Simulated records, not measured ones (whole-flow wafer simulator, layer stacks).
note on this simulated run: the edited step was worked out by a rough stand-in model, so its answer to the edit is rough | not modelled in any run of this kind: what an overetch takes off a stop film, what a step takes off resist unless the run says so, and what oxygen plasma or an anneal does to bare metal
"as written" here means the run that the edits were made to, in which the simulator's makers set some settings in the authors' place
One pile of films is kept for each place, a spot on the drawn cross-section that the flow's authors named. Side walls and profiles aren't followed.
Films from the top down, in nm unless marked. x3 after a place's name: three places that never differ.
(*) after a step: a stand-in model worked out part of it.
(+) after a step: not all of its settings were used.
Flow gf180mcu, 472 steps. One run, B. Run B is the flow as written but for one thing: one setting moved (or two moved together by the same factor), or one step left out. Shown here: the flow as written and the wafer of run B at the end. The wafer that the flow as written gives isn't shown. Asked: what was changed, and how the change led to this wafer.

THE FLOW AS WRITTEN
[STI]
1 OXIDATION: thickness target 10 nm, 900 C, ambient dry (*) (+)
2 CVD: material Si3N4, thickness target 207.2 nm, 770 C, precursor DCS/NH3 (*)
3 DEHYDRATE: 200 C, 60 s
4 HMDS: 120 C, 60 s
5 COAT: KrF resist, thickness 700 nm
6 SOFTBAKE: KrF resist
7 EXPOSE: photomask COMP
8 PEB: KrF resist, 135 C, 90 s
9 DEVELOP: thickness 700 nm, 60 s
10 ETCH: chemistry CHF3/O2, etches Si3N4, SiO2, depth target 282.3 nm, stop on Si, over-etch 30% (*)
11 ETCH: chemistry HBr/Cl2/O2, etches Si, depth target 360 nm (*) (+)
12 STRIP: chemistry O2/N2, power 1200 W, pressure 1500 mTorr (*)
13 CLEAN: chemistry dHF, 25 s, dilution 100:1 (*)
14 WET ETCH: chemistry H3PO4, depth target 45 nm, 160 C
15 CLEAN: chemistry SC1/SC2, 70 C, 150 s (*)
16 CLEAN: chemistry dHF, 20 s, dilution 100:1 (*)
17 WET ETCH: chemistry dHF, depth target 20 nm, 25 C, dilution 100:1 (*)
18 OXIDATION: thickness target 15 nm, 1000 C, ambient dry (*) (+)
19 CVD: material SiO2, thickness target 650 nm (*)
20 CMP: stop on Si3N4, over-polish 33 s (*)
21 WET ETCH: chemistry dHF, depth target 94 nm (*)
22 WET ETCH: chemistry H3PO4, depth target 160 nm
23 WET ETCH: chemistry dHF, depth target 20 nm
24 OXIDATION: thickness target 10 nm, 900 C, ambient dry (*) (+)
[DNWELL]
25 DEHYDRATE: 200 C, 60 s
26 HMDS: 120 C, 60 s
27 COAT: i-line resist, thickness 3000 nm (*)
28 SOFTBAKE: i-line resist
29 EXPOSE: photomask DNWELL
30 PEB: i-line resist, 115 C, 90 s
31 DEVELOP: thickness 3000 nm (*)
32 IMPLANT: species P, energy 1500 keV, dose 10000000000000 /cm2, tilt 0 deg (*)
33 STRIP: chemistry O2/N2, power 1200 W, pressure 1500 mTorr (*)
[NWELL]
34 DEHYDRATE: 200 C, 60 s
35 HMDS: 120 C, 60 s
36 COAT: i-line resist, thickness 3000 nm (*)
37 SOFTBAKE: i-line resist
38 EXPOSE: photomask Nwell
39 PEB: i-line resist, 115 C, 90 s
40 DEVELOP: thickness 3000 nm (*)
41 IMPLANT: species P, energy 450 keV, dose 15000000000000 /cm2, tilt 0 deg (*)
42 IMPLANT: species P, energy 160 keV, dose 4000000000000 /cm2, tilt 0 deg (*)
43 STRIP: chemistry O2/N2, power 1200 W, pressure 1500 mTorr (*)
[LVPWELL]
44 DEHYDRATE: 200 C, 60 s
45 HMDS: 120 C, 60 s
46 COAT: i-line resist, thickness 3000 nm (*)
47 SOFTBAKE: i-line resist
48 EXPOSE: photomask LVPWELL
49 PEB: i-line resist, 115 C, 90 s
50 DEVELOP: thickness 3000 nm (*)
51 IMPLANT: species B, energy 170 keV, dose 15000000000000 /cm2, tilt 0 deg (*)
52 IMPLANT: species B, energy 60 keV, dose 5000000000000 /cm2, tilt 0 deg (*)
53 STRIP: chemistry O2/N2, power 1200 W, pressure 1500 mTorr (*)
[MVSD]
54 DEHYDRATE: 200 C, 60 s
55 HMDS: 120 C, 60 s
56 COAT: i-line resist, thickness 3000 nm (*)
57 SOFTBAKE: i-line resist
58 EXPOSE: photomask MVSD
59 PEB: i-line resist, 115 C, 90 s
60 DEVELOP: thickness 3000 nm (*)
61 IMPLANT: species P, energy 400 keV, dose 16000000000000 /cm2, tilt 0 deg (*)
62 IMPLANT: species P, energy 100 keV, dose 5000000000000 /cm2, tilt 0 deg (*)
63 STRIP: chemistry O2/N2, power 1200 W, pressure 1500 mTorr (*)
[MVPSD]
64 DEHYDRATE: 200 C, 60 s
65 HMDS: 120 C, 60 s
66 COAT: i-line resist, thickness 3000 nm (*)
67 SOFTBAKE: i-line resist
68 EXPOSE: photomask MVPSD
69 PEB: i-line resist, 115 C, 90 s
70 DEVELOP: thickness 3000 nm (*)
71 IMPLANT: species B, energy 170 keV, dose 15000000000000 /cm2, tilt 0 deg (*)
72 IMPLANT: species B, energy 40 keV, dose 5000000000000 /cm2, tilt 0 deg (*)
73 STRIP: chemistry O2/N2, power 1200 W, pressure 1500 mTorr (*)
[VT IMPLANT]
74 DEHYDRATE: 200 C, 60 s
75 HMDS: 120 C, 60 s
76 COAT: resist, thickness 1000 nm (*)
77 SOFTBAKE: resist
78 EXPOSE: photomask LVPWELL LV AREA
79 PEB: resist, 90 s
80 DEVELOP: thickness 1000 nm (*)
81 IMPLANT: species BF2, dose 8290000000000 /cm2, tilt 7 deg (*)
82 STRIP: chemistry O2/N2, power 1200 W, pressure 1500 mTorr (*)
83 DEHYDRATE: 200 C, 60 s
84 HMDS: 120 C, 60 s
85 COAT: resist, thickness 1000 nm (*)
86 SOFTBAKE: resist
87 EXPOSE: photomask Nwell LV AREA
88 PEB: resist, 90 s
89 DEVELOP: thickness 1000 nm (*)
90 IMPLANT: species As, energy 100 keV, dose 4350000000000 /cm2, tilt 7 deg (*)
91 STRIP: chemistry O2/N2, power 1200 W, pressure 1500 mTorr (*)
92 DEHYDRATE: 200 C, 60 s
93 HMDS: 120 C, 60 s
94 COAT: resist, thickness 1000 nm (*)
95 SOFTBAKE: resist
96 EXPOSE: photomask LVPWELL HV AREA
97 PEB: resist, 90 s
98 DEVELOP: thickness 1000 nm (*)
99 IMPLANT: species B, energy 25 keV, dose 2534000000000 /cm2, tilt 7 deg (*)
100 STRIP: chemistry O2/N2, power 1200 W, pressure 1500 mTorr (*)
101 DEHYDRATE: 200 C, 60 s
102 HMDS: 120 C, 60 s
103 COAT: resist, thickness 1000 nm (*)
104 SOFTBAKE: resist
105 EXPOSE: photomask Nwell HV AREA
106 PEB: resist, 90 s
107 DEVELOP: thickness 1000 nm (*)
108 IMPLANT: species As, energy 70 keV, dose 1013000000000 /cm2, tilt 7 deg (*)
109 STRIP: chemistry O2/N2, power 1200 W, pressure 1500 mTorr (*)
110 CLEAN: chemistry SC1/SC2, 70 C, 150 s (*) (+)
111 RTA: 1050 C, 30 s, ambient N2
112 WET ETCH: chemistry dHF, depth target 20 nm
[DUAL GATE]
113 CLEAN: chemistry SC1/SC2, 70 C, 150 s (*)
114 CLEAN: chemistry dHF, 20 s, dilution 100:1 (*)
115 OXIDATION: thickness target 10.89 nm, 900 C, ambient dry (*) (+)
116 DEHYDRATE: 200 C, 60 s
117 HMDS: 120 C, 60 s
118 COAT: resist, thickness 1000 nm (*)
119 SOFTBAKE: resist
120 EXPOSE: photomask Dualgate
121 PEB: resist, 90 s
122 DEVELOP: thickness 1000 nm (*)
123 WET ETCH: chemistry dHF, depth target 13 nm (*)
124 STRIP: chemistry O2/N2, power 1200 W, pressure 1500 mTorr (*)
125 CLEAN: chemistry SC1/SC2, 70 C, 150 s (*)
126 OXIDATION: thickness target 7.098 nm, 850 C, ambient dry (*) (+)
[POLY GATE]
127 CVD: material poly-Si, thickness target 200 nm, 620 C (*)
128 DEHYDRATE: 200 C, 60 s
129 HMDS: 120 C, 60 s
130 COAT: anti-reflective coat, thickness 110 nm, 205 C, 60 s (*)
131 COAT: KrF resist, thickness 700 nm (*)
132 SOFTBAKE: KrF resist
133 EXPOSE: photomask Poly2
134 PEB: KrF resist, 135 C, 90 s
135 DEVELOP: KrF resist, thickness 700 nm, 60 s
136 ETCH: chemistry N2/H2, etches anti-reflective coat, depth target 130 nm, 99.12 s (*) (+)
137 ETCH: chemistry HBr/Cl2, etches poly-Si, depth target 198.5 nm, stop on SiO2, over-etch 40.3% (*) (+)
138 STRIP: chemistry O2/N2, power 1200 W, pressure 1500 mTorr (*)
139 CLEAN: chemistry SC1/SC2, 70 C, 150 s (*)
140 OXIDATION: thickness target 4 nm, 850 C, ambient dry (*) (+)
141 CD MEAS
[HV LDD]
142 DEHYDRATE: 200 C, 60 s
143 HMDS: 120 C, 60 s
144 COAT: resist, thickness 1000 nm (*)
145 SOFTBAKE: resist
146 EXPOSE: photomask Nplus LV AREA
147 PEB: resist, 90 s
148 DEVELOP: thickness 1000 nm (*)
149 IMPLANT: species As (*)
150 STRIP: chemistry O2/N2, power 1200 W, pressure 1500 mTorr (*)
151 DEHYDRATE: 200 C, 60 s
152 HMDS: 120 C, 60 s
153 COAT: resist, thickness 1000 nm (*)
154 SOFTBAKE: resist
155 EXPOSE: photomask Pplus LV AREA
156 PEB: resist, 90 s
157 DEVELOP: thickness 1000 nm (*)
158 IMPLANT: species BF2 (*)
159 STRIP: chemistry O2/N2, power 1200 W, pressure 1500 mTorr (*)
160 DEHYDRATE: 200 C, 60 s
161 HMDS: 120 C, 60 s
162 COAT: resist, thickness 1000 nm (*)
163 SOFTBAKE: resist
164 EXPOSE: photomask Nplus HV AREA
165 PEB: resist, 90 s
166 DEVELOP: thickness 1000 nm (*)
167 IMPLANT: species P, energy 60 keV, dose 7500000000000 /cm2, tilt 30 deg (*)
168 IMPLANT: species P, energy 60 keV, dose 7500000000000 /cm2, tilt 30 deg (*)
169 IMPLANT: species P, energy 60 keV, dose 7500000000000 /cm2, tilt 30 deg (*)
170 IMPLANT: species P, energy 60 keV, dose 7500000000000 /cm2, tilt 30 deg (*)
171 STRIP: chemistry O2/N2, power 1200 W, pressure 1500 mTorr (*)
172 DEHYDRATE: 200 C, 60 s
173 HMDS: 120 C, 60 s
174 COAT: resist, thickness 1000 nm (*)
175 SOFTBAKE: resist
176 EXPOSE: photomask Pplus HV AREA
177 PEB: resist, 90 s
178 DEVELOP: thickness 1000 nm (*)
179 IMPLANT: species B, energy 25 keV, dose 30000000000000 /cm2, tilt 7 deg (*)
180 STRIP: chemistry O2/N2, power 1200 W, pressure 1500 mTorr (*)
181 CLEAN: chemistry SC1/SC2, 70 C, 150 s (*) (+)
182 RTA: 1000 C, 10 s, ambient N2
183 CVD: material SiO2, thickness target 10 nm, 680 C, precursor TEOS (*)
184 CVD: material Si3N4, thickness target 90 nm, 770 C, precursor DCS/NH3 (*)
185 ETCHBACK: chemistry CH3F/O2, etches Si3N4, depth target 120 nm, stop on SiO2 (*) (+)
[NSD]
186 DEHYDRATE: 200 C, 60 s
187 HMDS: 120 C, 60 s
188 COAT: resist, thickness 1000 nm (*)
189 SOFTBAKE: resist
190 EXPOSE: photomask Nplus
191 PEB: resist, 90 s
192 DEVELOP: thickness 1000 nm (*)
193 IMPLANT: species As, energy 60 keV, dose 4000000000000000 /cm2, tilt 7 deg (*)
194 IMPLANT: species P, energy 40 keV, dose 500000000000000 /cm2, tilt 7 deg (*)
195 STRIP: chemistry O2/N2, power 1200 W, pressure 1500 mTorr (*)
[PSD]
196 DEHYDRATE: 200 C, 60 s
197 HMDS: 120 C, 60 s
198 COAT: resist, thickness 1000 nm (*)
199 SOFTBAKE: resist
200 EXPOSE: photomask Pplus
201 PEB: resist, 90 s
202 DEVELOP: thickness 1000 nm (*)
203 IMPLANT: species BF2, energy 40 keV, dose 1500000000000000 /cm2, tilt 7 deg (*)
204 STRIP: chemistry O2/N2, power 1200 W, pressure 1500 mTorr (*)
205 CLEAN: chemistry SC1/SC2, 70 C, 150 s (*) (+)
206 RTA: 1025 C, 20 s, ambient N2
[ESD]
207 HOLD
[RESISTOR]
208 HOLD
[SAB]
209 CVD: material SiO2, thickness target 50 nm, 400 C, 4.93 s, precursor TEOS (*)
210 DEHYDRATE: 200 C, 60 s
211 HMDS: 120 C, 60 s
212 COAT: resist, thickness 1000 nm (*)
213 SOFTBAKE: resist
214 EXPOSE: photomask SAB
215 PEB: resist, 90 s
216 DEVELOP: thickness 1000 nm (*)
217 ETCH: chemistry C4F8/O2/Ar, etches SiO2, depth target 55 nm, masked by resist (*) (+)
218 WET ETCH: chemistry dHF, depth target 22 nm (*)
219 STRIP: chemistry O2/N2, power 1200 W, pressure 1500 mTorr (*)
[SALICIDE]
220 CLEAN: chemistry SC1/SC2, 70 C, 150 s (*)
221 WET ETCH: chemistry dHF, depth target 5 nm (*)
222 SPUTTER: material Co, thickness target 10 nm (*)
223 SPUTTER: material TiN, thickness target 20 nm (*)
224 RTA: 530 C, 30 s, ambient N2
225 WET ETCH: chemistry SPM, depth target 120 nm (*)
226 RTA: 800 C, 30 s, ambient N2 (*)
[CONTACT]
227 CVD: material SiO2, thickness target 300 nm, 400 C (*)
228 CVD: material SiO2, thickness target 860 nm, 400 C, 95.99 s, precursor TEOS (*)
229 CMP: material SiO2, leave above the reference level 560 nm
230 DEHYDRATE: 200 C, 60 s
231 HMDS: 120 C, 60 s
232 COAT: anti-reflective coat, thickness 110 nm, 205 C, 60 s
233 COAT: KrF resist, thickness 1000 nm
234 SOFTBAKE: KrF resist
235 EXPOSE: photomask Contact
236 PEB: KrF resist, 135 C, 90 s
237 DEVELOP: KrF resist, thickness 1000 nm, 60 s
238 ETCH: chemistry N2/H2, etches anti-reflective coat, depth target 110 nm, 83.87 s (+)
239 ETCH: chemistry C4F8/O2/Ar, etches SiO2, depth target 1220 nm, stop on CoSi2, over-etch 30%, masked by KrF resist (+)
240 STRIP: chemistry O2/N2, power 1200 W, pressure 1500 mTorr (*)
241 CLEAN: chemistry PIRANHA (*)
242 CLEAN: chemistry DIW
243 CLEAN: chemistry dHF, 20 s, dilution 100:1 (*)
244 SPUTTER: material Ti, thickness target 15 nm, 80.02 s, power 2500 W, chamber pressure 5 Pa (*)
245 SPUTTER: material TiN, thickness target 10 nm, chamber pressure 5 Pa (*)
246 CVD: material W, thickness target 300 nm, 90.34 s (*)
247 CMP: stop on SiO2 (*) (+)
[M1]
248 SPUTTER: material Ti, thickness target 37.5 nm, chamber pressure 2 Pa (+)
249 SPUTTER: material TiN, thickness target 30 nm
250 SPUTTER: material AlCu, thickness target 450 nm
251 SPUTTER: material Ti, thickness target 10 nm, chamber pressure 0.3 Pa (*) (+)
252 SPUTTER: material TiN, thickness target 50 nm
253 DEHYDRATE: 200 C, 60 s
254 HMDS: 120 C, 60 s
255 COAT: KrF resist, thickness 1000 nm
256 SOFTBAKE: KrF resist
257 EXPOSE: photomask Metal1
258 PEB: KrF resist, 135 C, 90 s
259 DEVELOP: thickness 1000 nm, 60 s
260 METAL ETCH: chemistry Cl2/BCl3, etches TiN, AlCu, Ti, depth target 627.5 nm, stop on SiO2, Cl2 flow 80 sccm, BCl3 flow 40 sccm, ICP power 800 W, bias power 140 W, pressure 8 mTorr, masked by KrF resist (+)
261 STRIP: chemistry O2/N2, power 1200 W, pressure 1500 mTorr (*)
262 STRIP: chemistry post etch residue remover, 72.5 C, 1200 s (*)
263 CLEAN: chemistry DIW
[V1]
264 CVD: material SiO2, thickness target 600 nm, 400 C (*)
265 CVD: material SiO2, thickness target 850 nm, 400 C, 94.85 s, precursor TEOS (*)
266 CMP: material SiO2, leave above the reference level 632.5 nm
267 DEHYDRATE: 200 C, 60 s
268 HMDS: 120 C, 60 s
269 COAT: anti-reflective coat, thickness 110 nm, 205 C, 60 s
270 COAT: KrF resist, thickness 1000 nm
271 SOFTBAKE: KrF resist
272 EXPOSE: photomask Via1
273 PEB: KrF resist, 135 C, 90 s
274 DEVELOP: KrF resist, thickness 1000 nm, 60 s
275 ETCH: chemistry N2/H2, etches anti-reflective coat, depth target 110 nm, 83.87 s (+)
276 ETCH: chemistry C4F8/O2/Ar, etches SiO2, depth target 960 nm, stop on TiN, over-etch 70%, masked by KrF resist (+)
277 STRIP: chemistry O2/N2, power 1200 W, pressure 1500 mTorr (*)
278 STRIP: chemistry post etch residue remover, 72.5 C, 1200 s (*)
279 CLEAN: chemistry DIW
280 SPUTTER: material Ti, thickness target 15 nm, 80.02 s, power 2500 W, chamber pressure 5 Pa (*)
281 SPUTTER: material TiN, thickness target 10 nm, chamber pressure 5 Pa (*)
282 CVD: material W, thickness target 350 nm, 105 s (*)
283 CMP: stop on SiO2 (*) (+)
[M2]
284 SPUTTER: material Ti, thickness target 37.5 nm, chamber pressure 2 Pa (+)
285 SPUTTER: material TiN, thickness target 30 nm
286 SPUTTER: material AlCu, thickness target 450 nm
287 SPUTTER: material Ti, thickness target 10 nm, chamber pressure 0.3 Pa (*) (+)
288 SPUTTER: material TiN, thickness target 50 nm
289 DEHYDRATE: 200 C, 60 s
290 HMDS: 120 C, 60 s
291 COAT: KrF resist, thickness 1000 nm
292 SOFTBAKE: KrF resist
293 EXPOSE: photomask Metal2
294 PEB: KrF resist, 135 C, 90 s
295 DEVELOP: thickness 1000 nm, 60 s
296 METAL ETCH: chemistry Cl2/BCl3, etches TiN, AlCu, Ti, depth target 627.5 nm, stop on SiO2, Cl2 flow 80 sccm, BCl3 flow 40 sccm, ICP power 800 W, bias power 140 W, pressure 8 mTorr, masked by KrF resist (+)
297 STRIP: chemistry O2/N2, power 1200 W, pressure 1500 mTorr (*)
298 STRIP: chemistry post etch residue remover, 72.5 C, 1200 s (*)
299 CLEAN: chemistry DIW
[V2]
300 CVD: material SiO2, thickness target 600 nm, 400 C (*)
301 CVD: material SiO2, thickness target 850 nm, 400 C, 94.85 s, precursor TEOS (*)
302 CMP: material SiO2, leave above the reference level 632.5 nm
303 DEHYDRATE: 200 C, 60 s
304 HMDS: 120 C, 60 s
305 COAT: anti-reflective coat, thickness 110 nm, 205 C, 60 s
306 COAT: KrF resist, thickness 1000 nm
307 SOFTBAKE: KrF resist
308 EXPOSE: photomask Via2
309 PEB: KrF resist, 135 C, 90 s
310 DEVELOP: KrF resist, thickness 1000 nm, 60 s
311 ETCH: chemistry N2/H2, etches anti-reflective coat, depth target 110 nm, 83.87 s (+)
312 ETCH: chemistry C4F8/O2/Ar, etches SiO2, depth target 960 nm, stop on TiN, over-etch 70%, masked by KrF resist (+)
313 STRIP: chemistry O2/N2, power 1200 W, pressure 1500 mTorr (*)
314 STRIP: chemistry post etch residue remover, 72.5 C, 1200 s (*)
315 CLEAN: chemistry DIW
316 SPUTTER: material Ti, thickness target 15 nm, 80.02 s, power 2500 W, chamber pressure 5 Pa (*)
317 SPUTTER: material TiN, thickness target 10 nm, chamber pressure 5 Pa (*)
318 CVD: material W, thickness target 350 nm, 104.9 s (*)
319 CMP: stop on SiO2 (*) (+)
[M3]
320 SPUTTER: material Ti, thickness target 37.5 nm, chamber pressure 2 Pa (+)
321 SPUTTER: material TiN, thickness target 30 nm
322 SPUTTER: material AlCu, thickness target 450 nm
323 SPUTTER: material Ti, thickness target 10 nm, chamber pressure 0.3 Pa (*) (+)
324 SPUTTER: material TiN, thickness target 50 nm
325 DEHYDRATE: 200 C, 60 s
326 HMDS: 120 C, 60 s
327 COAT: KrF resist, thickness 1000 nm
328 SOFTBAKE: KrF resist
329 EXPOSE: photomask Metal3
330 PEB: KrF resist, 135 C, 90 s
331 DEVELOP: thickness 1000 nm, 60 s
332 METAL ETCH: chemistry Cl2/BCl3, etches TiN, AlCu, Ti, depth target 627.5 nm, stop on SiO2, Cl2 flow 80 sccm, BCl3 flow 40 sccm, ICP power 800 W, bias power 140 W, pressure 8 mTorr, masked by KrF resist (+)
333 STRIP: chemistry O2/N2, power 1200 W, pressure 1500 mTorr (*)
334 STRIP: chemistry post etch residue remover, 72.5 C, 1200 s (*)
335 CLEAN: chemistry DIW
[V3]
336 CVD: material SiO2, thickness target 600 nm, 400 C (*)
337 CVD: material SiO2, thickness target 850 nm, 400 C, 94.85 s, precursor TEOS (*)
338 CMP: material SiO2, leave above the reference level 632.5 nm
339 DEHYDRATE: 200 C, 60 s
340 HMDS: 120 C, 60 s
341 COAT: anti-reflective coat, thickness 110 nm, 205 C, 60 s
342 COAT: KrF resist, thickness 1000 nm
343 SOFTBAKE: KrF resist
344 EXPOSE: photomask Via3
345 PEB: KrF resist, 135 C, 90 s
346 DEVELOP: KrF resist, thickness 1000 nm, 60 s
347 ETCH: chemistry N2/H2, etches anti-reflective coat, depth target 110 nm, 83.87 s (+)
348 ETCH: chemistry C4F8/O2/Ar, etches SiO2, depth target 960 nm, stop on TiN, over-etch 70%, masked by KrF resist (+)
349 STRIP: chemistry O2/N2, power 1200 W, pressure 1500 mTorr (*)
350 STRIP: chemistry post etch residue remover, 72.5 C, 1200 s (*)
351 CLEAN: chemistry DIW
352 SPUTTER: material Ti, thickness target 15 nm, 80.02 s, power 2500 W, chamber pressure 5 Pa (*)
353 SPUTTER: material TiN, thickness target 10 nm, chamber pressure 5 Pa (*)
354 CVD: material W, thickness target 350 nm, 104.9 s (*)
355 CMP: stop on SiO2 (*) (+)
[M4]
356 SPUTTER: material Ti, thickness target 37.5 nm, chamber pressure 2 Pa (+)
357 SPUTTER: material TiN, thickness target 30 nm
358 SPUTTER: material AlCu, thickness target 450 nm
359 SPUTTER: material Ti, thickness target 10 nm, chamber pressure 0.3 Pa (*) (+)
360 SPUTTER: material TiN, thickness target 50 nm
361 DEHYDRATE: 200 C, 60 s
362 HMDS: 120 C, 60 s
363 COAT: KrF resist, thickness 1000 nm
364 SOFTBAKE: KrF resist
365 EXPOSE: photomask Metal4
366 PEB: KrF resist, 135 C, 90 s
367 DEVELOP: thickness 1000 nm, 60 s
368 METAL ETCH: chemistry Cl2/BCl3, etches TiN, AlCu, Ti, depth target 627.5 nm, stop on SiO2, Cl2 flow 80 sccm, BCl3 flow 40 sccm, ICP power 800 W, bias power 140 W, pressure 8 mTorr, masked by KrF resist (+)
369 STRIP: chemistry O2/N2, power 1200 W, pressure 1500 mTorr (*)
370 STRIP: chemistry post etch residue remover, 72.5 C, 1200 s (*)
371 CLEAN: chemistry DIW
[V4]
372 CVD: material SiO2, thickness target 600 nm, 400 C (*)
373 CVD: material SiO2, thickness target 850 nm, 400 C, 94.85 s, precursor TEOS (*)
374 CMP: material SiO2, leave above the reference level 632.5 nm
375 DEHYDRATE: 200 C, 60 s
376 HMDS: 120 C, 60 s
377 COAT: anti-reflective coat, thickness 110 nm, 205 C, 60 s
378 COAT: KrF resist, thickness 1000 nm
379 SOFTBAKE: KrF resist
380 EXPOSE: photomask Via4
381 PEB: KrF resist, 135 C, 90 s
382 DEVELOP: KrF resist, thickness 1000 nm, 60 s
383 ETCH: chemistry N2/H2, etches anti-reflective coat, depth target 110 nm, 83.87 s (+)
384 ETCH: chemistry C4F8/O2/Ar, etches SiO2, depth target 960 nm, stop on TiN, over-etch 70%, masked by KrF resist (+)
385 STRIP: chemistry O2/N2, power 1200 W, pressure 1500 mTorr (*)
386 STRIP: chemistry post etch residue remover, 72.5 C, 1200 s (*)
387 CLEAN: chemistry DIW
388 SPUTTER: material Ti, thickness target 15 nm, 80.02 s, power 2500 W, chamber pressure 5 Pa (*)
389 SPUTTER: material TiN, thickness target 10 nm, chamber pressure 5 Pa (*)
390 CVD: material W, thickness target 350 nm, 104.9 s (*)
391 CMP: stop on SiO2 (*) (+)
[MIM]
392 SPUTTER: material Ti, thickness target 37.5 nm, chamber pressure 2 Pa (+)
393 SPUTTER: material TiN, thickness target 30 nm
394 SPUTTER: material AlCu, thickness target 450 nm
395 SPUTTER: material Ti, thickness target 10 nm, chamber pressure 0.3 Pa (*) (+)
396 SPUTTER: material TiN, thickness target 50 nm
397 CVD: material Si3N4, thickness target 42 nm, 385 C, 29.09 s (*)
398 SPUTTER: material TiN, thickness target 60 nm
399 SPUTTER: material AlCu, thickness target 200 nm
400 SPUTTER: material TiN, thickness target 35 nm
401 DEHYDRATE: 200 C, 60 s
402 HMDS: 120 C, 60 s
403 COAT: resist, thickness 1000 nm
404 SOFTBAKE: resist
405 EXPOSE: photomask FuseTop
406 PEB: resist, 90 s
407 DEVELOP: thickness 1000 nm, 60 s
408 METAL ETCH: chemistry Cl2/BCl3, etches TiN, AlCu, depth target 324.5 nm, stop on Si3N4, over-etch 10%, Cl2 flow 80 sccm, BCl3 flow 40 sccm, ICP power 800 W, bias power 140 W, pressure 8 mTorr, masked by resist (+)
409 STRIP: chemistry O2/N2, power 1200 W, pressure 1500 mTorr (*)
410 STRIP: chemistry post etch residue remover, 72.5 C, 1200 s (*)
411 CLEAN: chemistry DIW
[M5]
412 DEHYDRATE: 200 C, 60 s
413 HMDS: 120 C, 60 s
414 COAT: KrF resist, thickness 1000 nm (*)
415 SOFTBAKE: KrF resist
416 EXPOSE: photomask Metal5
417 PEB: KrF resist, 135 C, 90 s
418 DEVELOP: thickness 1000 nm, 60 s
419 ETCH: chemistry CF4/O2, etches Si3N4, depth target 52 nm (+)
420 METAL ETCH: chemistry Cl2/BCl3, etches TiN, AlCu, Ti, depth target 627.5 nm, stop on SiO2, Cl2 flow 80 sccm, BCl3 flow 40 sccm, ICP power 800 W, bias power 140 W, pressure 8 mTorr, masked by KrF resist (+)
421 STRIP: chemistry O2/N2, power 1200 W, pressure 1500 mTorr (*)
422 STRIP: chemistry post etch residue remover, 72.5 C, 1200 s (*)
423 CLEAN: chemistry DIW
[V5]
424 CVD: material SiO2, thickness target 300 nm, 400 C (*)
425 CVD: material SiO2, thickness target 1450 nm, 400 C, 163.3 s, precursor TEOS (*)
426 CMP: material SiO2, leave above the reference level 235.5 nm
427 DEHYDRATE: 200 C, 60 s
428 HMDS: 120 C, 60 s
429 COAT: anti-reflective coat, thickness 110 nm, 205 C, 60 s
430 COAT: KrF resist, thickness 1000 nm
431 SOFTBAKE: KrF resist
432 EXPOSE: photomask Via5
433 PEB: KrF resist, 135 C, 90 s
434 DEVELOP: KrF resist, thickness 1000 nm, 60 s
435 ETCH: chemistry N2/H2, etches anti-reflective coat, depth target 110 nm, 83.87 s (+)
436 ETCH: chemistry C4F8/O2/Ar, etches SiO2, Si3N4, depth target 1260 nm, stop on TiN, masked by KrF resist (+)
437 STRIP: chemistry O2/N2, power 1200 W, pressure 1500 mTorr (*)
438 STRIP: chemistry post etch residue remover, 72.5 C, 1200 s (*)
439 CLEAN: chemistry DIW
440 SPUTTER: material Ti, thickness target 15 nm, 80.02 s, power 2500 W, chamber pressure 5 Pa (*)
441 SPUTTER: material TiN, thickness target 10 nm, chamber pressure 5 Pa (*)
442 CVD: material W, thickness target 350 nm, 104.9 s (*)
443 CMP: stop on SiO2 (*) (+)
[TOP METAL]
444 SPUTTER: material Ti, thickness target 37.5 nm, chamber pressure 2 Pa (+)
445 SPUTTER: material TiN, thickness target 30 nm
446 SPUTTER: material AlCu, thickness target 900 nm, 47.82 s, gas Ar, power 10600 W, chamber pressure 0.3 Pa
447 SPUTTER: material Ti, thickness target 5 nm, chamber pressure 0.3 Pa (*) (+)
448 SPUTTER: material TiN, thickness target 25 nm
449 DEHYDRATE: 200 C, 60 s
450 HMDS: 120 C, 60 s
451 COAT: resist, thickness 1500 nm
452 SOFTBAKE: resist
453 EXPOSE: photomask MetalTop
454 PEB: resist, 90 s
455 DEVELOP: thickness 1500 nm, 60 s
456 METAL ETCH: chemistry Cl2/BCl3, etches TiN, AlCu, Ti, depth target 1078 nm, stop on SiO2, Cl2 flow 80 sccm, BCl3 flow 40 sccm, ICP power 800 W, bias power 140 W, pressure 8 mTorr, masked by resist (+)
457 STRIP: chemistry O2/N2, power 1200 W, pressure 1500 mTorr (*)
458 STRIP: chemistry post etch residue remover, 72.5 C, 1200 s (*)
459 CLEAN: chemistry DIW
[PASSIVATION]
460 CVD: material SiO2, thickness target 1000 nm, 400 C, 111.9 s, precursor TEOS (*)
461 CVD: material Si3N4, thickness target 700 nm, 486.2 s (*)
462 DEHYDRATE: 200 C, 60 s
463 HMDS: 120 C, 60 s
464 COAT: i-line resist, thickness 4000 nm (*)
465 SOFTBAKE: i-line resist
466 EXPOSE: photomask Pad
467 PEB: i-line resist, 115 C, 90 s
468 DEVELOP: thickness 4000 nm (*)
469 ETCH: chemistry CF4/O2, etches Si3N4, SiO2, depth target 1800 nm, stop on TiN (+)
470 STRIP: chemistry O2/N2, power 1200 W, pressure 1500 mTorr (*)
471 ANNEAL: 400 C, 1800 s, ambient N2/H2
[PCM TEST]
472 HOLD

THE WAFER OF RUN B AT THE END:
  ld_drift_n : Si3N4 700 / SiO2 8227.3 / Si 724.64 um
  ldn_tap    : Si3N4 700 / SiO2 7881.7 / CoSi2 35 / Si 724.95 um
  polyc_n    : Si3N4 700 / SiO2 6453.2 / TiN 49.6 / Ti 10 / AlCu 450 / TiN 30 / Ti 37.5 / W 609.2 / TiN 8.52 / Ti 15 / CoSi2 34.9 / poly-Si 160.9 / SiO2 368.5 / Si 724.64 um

The cause: step 245, SPUTTER: thickness target 8.52 nm was run, where the flow has thickness target 10 nm.
It can be read off the wafer: polyc_n has TiN 8.52, and step 245 as written asks for 10 nm.

How the change led to this, step by step:
  245 SPUTTER: material TiN, thickness target 10 nm, chamber pressure 5 Pa (*)
      field, field__w1, field__w2 and 107 more: TiN +8.52 (new film) (as written it would be: TiN +10 (new film))
      contact: TiN +4.67 (new film) (as written it would be: TiN +5.48 (new film))
  247 CMP: stop on SiO2 (*) (+)
      field, field__w1, field__w2 and 105 more: W -300 (all of it), TiN -8.52 (all of it), Ti -15 (all of it), SiO2 -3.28 (as written it would be: W -300 (all of it), TiN -10 (all of it), Ti -15 (all of it), SiO2 -3.29)
